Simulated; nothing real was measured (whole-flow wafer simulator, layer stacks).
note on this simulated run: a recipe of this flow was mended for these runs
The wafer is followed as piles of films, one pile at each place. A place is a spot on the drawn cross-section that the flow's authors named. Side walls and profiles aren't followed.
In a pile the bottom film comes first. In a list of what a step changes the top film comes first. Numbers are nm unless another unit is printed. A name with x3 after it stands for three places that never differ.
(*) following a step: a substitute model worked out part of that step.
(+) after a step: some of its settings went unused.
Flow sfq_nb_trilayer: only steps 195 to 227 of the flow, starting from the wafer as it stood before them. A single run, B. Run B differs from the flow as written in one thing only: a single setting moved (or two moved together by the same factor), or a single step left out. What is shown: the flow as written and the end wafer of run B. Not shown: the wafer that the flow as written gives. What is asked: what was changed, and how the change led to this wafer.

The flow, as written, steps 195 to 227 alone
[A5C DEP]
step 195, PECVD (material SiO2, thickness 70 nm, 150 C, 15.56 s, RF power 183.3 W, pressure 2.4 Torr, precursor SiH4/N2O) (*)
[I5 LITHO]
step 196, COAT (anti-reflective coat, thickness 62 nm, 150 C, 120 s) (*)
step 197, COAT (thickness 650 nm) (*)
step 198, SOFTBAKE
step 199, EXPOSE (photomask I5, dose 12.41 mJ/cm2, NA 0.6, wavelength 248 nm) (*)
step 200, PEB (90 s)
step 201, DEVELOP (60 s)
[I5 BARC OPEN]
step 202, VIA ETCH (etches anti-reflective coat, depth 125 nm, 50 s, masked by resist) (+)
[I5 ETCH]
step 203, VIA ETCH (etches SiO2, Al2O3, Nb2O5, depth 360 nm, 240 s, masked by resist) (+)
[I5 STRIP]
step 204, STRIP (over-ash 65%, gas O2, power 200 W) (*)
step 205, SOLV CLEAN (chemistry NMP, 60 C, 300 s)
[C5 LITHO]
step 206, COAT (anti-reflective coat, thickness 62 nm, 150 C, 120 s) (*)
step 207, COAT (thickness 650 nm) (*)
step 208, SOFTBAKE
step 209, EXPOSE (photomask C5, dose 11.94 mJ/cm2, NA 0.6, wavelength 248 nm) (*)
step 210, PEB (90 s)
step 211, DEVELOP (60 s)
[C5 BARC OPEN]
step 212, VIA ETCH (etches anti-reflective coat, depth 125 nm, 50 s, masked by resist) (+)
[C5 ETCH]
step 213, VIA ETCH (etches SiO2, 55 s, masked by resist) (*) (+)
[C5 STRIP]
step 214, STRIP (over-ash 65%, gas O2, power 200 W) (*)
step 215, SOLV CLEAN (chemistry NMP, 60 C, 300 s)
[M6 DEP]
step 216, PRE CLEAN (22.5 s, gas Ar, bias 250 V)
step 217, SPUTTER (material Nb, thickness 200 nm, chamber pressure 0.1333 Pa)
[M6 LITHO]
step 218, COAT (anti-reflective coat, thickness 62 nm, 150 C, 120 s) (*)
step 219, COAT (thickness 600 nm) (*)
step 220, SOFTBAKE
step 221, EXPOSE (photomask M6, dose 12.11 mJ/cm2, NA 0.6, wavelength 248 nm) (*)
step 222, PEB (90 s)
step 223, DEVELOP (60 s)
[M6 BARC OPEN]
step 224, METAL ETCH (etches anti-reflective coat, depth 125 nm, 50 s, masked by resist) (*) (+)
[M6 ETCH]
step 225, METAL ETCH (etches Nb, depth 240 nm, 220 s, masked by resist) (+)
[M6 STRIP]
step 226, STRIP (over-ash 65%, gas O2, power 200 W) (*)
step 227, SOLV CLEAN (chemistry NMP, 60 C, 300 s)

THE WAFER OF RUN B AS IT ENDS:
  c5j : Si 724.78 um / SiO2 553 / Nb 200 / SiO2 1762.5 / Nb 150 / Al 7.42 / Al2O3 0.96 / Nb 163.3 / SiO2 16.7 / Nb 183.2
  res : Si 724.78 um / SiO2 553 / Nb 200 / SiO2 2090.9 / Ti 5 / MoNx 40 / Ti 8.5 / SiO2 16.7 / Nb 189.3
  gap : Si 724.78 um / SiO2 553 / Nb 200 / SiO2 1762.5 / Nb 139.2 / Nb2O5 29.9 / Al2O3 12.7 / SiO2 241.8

What caused this: step 195, PECVD: thickness 108.5 nm was run, though the flow has thickness 70 nm; step 195, PECVD: 24.11 s was run, where the flow has 15.56 s.

How this came from the change, step by step:
  step 195, PECVD (material SiO2, thickness 70 nm, 150 C, 15.56 s, RF power 183.3 W, pressure 2.4 Torr, precursor SiH4/N2O) (*)
      field_l, v_sur, via_wl and 92 more: SiO2 gains 108.5 (in the flow as written it would be: SiO2 gains 70)
      ce_l, c5j, ce_r and 8 more: SiO2 gains 108.5 (new film) (in the flow as written it would be: SiO2 gains 70 (new film))
  step 196, COAT (anti-reflective coat, thickness 62 nm, 150 C, 120 s) (*)
      r5r_line_l, r5r_line_c, r5r_line_r: anti-reflective coat gains 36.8 (new film) (in the flow as written it would be: anti-reflective coat gains 35.5 (new film))
  step 203, VIA ETCH (etches SiO2, Al2O3, Nb2O5, depth 360 nm, 240 s, masked by resist) (+)
      be: SiO2 loses 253 (all of it), Al2O3 loses 12.7 (all of it), Nb2O5 loses 29.9 (all of it), Nb loses 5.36 (in the flow as written it would be: SiO2 loses 214.5 (all of it), Al2O3 loses 12.7 (all of it), Nb2O5 loses 29.9 (all of it), Nb loses 8.57)
  step 204, STRIP (over-ash 65%, gas O2, power 200 W) (*)
      r5r_line_l, r5r_line_c, r5r_line_r: KrF-resist-other-grade loses 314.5 (all of it), anti-reflective coat loses 36.8 (all of it) (in the flow as written it would be: KrF-resist-other-grade loses 314.5 (all of it), anti-reflective coat loses 35.5 (all of it))
  step 206, COAT (anti-reflective coat, thickness 62 nm, 150 C, 120 s) (*)
      r5r_line_l, r5r_line_c, r5r_line_r: anti-reflective coat gains 36.8 (new film) (in the flow as written it would be: anti-reflective coat gains 35.5 (new film))
      be: anti-reflective coat gains 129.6 (new film) (in the flow as written it would be: anti-reflective coat gains 124.3 (new film))
  step 207, COAT (thickness 650 nm) (*)
      be: KrF-resist-other-grade gains 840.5 (new film) (in the flow as written it would be: KrF-resist-other-grade gains 815 (new film))
  step 213, VIA ETCH (etches SiO2, 55 s, masked by resist) (*) (+)
      c5j: SiO2 loses 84 (in the flow as written it would be: SiO2 loses 69.7 (all of it), Nb loses 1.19)
      res: SiO2 loses 84 (in the flow as written it would be: SiO2 loses 69.7 (all of it), Ti loses 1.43)
  step 214, STRIP (over-ash 65%, gas O2, power 200 W) (*)
      r5r_line_l, r5r_line_c, r5r_line_r: KrF-resist-other-grade loses 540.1 (all of it), anti-reflective coat loses 36.8 (all of it) (in the flow as written it would be: KrF-resist-other-grade loses 540 (all of it), anti-reflective coat loses 35.5 (all of it))
      be: KrF-resist-other-grade loses 731.2 (all of it), anti-reflective coat loses 129.6 (all of it) (in the flow as written it would be: KrF-resist-other-grade loses 705.8 (all of it), anti-reflective coat loses 124.3 (all of it))
  step 216, PRE CLEAN (22.5 s, gas Ar, bias 250 V)
      c5j: SiO2 loses 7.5 (in the flow as written it would be: Nb loses 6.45)
      res: SiO2 loses 7.5 (in the flow as written it would be: Ti loses 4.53)
  step 217, SPUTTER (material Nb, thickness 200 nm, chamber pressure 0.1333 Pa)
      c5j: Nb gains 183.2 (new film) (in the flow as written it would be: Nb gains 188.4)
      be: Nb gains 138.1 (in the flow as written it would be: Nb gains 145.8)
  step 218, COAT (anti-reflective coat, thickness 62 nm, 150 C, 120 s) (*)
      be: anti-reflective coat gains 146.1 (new film) (in the flow as written it would be: anti-reflective coat gains 139.6 (new film))
      jj_sur: anti-reflective coat gains 55 (new film) (in the flow as written it would be: anti-reflective coat gains 57.9 (new film))
      (as well as at 7 more places)
  step 219, COAT (thickness 600 nm) (*)
      be: KrF-resist-other-grade gains 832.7 (new film) (in the flow as written it would be: KrF-resist-other-grade gains 795.2 (new film))
  step 226, STRIP (over-ash 65%, gas O2, power 200 W) (*)
      be: KrF-resist-other-grade loses 596.7 (all of it), anti-reflective coat loses 146.1 (all of it) (in the flow as written it would be: KrF-resist-other-grade loses 559.4 (all of it), anti-reflective coat loses 139.6 (all of it))
      jj_sur: KrF-resist-other-grade loses 363.4 (all of it), anti-reflective coat loses 55 (all of it) (in the flow as written it would be: KrF-resist-other-grade loses 361.7 (all of it), anti-reflective coat loses 57.9 (all of it))
      (as well as at 7 more places)
If metal films that touch count as one body, c5j has 4 bodies (between them, from the top down: SiO2 16.7; Al2O3 0.96; SiO2 1762.5); the flow as written gives 3 bodies (between them, from the top down: Al2O3 0.96; SiO2 1762.5).
If metal films that touch count as one body, res has 3 bodies (between them, from the top down: SiO2 16.7; SiO2 2090.9); the flow as written gives 2 bodies (between them, from the top down: SiO2 2090.9).
